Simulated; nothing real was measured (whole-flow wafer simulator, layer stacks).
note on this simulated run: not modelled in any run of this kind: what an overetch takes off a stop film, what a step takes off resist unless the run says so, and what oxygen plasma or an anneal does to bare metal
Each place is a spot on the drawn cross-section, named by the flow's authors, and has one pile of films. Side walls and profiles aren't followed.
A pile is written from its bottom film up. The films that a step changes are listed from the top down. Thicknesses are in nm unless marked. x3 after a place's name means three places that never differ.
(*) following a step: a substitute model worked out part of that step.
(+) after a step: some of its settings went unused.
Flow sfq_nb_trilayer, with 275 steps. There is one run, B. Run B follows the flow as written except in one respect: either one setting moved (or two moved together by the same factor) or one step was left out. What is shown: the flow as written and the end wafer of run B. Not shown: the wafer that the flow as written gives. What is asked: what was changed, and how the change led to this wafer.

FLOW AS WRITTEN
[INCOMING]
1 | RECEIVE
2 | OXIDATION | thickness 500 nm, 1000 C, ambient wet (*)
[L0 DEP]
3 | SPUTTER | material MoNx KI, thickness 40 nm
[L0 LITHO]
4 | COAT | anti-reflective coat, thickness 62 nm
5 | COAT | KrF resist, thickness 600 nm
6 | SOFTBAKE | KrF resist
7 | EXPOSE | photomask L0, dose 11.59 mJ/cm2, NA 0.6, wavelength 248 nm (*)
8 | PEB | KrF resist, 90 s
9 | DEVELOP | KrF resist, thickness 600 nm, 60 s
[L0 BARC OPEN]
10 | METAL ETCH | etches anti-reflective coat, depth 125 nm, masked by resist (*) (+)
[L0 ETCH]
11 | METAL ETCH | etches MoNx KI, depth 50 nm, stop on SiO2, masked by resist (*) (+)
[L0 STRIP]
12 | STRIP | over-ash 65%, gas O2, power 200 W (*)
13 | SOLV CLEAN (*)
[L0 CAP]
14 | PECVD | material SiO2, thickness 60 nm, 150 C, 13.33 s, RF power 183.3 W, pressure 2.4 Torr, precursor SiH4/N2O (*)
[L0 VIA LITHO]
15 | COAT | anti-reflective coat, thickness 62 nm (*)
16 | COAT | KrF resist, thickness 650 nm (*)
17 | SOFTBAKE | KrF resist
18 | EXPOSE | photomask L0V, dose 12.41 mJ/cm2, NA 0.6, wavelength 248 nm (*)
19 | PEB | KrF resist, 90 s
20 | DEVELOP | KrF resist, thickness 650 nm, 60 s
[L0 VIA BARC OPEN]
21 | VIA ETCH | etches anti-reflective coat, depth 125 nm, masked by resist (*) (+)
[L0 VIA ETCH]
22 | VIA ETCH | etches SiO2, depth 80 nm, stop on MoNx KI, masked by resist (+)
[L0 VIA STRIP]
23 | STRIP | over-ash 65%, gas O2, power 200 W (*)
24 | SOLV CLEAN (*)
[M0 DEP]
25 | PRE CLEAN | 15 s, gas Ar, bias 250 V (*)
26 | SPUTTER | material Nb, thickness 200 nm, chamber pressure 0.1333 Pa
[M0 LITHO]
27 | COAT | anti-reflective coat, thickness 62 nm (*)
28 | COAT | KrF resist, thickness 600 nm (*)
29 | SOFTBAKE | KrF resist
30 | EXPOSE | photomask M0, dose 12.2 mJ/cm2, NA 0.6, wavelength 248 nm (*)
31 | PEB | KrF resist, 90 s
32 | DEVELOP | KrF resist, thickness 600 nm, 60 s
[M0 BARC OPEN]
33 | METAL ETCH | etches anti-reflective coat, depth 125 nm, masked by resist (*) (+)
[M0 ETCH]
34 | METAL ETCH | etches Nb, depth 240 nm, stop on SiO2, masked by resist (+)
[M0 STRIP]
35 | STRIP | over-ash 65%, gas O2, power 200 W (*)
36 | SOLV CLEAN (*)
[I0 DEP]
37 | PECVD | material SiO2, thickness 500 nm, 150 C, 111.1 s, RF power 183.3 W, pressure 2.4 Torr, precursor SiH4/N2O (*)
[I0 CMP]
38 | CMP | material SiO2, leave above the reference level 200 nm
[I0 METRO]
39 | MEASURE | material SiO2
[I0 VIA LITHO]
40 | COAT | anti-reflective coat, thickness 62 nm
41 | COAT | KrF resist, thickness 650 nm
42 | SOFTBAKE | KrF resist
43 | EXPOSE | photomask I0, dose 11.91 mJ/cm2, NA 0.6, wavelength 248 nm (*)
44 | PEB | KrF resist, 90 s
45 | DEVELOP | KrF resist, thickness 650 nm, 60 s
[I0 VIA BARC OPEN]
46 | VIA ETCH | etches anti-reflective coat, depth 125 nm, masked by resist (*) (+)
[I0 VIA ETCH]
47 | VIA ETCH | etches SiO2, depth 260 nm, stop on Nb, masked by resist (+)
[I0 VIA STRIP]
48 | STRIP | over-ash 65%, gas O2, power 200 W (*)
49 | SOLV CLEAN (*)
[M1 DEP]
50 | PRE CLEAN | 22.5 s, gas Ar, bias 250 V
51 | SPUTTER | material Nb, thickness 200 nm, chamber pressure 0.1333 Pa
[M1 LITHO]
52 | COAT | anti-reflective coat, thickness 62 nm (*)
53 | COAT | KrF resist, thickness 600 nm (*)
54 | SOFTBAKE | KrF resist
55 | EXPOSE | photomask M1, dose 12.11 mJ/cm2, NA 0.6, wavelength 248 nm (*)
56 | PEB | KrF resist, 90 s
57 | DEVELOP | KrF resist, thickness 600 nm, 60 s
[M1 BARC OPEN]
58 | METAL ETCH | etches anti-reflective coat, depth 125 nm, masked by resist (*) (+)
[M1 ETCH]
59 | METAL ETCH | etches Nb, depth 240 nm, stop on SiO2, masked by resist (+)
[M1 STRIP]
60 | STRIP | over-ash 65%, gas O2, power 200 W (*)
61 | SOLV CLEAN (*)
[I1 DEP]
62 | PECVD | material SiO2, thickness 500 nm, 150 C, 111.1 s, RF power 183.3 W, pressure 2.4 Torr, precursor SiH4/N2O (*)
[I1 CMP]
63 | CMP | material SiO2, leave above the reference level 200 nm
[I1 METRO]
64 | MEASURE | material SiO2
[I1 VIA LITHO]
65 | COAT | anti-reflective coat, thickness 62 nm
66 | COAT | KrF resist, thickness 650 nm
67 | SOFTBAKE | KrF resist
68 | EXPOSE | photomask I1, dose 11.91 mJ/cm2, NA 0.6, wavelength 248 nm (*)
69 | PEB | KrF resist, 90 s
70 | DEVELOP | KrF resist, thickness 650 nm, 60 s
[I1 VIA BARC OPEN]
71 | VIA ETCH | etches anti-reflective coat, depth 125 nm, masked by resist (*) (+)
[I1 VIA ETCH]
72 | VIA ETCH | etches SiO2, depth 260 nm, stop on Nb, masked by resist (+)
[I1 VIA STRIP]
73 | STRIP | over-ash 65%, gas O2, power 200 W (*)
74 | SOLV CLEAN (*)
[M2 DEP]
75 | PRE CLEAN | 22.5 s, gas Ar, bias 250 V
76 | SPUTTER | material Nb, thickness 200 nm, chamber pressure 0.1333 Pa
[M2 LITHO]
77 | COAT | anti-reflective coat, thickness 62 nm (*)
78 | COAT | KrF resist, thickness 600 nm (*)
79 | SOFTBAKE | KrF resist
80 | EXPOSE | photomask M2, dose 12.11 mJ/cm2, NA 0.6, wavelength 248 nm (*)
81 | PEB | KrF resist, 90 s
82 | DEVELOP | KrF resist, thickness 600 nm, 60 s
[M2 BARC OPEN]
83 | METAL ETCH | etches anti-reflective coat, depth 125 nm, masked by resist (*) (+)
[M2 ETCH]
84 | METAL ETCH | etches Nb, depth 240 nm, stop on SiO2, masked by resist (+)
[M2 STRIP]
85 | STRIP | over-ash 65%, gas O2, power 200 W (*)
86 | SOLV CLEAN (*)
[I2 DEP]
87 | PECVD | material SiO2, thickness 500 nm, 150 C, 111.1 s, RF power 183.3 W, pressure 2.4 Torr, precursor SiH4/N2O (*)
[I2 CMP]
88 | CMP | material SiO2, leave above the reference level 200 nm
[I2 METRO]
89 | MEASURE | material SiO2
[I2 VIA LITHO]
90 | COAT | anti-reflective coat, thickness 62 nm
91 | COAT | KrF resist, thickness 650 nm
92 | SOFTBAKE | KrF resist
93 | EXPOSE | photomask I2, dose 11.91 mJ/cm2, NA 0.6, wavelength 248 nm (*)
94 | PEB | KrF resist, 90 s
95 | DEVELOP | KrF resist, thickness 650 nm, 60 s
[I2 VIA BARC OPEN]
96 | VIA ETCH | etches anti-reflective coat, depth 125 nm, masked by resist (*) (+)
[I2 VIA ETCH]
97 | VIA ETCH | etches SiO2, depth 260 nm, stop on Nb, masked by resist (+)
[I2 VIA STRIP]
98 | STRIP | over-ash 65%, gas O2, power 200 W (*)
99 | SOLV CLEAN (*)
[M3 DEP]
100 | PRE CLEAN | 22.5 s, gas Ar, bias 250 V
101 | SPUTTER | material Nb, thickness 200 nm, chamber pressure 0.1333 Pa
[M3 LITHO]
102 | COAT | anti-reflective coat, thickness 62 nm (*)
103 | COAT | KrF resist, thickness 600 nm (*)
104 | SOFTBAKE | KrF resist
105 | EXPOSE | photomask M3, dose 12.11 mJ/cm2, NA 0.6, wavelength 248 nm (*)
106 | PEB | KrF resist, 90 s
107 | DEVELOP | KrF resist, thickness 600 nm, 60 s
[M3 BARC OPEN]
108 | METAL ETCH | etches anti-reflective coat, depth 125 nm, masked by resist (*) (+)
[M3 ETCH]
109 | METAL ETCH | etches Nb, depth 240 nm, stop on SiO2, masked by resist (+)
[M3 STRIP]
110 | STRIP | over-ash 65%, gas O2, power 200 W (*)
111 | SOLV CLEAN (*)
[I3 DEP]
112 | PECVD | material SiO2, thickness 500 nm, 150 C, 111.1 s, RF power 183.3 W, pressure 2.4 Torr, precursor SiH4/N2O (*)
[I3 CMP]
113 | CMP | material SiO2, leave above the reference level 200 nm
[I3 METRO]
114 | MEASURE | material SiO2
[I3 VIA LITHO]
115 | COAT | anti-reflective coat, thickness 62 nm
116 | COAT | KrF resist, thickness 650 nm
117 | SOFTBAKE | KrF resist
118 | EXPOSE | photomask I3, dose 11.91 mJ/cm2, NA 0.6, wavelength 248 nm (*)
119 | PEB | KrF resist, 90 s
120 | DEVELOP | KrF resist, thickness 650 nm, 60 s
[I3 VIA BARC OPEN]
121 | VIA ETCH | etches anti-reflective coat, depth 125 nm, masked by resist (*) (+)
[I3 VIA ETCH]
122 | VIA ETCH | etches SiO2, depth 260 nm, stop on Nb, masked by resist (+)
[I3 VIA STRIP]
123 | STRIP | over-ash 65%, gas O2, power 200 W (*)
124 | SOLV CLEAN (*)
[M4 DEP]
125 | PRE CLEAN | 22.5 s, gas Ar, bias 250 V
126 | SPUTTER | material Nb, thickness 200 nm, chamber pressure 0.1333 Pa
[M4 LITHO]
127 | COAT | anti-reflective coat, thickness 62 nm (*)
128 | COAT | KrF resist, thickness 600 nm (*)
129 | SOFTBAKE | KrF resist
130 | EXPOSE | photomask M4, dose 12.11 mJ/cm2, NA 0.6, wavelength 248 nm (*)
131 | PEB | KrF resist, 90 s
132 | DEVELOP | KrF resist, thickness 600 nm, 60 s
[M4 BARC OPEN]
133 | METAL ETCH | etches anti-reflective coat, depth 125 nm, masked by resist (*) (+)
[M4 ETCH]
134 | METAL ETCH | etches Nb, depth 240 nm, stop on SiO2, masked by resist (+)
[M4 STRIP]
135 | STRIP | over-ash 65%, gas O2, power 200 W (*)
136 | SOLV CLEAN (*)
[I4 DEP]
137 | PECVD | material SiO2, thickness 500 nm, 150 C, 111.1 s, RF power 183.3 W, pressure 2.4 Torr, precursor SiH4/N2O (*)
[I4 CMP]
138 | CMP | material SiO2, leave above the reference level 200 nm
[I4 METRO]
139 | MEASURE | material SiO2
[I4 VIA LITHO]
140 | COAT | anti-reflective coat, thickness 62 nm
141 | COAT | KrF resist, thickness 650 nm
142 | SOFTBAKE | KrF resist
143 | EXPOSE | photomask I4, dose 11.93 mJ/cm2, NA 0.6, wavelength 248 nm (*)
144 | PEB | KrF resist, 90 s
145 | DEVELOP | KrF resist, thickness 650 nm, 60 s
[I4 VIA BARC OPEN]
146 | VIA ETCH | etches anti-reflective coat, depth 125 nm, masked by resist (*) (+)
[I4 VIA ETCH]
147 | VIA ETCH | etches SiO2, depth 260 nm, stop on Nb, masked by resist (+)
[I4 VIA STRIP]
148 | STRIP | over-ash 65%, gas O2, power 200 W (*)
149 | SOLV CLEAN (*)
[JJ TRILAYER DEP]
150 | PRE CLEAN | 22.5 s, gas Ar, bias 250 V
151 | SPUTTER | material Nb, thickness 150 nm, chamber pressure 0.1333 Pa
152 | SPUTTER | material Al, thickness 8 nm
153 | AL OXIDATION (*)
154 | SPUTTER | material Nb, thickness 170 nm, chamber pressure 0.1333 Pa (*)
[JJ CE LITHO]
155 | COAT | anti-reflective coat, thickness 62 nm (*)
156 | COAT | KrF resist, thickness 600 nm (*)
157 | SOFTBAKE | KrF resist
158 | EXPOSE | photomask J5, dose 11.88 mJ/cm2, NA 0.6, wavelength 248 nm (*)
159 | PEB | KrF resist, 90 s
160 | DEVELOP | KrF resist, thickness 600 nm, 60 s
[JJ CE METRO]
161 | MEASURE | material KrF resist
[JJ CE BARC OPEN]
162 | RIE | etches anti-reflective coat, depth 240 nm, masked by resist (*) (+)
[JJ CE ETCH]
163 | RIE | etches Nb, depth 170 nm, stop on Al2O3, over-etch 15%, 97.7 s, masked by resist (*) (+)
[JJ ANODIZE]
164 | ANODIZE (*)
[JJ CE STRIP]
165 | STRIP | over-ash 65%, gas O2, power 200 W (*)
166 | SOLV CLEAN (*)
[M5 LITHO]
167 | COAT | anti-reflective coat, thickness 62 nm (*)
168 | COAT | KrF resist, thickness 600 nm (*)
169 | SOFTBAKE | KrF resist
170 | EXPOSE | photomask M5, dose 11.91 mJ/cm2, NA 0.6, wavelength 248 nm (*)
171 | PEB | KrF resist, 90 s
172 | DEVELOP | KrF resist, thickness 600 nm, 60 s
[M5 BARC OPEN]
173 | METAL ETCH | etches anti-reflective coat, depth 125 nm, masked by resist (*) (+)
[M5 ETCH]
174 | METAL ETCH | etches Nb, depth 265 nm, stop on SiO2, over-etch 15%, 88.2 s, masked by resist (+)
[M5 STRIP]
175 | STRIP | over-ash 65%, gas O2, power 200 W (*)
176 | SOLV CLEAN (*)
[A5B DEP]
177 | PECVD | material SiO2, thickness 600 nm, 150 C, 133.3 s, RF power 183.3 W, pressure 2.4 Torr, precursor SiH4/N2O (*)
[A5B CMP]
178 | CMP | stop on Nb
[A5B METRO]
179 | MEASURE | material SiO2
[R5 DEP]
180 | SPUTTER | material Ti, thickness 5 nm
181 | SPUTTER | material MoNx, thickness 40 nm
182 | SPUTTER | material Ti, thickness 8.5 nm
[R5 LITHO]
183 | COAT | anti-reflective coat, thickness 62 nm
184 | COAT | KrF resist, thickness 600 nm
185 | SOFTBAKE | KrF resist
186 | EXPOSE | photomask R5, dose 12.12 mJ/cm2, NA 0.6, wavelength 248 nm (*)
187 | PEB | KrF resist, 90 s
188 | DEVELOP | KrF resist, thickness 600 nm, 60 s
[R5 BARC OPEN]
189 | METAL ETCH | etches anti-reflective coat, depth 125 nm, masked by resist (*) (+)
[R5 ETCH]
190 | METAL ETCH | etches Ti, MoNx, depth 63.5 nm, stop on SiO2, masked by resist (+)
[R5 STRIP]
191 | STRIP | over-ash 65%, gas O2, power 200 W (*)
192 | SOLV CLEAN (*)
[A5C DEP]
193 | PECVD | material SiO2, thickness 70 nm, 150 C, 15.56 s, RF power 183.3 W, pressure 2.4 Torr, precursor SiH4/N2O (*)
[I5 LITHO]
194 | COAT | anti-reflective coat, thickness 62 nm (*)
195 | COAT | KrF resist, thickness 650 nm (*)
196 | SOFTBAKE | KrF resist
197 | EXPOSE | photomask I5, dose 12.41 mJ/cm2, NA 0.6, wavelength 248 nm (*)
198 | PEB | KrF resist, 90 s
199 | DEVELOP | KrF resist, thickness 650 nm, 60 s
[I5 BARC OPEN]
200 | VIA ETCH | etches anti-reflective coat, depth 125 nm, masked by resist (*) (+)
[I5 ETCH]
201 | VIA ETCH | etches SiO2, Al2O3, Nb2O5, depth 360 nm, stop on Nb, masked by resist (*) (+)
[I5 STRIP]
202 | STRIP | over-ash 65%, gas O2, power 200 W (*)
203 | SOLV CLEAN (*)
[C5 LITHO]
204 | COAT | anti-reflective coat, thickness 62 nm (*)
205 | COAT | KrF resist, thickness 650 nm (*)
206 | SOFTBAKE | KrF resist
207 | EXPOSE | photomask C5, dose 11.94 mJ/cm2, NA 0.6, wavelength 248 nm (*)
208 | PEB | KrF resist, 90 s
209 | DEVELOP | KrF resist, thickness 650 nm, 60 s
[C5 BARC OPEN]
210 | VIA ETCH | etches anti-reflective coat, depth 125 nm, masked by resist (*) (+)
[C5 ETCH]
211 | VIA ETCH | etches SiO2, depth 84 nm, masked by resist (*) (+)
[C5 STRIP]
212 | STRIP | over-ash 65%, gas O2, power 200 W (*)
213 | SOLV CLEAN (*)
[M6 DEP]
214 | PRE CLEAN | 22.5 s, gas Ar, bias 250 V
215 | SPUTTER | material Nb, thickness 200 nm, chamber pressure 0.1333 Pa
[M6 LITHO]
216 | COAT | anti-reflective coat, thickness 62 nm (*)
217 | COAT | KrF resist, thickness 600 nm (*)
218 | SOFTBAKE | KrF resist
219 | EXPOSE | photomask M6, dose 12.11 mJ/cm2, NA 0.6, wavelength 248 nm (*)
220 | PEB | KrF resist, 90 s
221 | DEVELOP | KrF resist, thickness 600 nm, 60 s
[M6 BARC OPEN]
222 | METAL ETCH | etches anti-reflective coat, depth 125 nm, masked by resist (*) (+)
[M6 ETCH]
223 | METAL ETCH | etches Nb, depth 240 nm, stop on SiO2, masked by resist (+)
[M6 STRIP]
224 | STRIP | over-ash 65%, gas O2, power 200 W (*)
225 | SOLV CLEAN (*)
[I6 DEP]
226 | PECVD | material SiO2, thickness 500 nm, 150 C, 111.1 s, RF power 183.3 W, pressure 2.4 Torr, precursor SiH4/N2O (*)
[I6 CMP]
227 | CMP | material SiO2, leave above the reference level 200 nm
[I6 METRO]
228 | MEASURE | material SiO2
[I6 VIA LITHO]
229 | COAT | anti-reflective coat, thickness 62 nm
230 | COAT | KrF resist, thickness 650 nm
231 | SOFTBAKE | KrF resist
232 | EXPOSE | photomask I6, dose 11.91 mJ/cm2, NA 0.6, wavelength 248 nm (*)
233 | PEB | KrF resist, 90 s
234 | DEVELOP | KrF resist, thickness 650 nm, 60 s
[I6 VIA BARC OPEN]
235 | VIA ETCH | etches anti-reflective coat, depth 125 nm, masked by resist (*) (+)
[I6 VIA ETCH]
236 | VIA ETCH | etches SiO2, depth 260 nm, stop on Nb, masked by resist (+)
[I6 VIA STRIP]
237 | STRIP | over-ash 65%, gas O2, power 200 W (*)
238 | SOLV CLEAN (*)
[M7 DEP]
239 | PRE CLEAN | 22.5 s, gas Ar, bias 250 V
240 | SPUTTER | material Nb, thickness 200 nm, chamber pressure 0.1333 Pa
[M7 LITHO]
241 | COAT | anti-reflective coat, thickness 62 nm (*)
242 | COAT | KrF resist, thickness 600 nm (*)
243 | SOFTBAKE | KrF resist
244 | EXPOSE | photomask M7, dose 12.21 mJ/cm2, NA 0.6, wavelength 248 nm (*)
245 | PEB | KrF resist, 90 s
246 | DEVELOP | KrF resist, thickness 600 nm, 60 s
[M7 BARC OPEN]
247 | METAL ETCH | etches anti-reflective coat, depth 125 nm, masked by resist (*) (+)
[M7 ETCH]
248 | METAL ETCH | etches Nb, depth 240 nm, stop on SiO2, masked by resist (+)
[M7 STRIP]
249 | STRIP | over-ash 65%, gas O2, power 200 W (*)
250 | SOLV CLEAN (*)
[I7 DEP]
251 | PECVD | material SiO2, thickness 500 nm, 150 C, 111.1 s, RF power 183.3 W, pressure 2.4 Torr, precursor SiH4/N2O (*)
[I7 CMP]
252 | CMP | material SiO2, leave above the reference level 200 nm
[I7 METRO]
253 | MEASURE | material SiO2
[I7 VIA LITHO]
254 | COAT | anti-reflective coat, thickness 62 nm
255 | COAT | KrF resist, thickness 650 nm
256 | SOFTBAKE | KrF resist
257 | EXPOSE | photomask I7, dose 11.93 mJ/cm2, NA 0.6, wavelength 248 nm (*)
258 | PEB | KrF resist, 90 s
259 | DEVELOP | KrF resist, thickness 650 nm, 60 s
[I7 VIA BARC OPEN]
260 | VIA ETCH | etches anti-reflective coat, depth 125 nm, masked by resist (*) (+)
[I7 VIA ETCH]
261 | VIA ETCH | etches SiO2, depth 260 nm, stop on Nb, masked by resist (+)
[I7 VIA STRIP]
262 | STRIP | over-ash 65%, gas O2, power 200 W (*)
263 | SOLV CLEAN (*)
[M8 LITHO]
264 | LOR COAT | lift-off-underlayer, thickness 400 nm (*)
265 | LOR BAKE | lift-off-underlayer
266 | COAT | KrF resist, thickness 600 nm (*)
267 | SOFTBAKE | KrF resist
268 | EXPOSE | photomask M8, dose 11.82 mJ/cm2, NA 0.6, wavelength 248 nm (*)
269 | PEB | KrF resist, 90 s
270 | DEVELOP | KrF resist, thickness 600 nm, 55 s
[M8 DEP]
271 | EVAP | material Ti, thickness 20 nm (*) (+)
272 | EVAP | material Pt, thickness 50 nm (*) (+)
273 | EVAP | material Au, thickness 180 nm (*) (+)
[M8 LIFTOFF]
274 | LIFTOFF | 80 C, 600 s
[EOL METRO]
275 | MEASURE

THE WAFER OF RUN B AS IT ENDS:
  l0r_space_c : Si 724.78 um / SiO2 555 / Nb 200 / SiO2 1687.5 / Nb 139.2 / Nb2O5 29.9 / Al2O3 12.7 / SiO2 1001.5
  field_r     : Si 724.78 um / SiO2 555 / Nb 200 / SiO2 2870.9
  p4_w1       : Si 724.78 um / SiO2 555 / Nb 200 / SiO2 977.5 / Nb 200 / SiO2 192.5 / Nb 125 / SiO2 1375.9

What caused this: step 126, SPUTTER: thickness 125 nm was run, though the flow has thickness 200 nm.
The wafer lets one read it off: p4_w1 has Nb 125, and step 126 as written asks for 200 nm.

Step by step, how the change led to this:
  126 | SPUTTER | material Nb, thickness 200 nm, chamber pressure 0.1333 Pa
      field_l, v_sur, via_wl and 102 more: +125 Nb (new film) (as written it would have been: +200 Nb (new film))
      via_v: +103.1 Nb (as written it would have been: +165.5 Nb)
  127 | COAT | anti-reflective coat, thickness 62 nm (*)
      via_v: +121 anti-reflective coat (new film) (as written it would have been: +124.8 anti-reflective coat (new film))
  134 | METAL ETCH | etches Nb, depth 240 nm, stop on SiO2, masked by resist (+)
      field_l, be, be_sur and 64 more: -125 Nb (all of it) (as written it would have been: -200 Nb (all of it))
      v_sur, via_wl, via_w and 36 more: -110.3 KrF resist (as written it would have been: -141.2 KrF resist)
  135 | STRIP | over-ash 65%, gas O2, power 200 W (*)
      p4_fl, p4_fm, p4_w1 and 26 more: -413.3 KrF resist (all of it), -62 anti-reflective coat (all of it) (as written it would have been: -382.4 KrF resist (all of it), -62 anti-reflective coat (all of it))
      ln_m5, lsp_m, ln_m6: -412.8 KrF resist (all of it), -61.8 anti-reflective coat (all of it) (as written it would have been: -381.9 KrF resist (all of it), -61.8 anti-reflective coat (all of it))
      (as well as at 7 more places)
  137 | PECVD | material SiO2, thickness 500 nm, 150 C, 111.1 s, RF power 183.3 W, pressure 2.4 Torr, precursor SiH4/N2O (*)
      p3_s0, p3_s1, p3_s2, p3_s3, p3_s4, p3_s5: +500 SiO2 (as written it would have been: +557.1 SiO2)
      via_v: +594.3 SiO2 (new film) (as written it would have been: +615 SiO2 (new film))
  138 | CMP | material SiO2, leave above the reference level 200 nm
      field_l, be, be_sur and 55 more: -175 SiO2 (as written it would have been: -100 SiO2)
      p3_s0, p3_s1, p3_s2, p3_s3, p3_s4, p3_s5: -175 SiO2 (as written it would have been: -157.1 SiO2)
      (as well as at 4 more places)
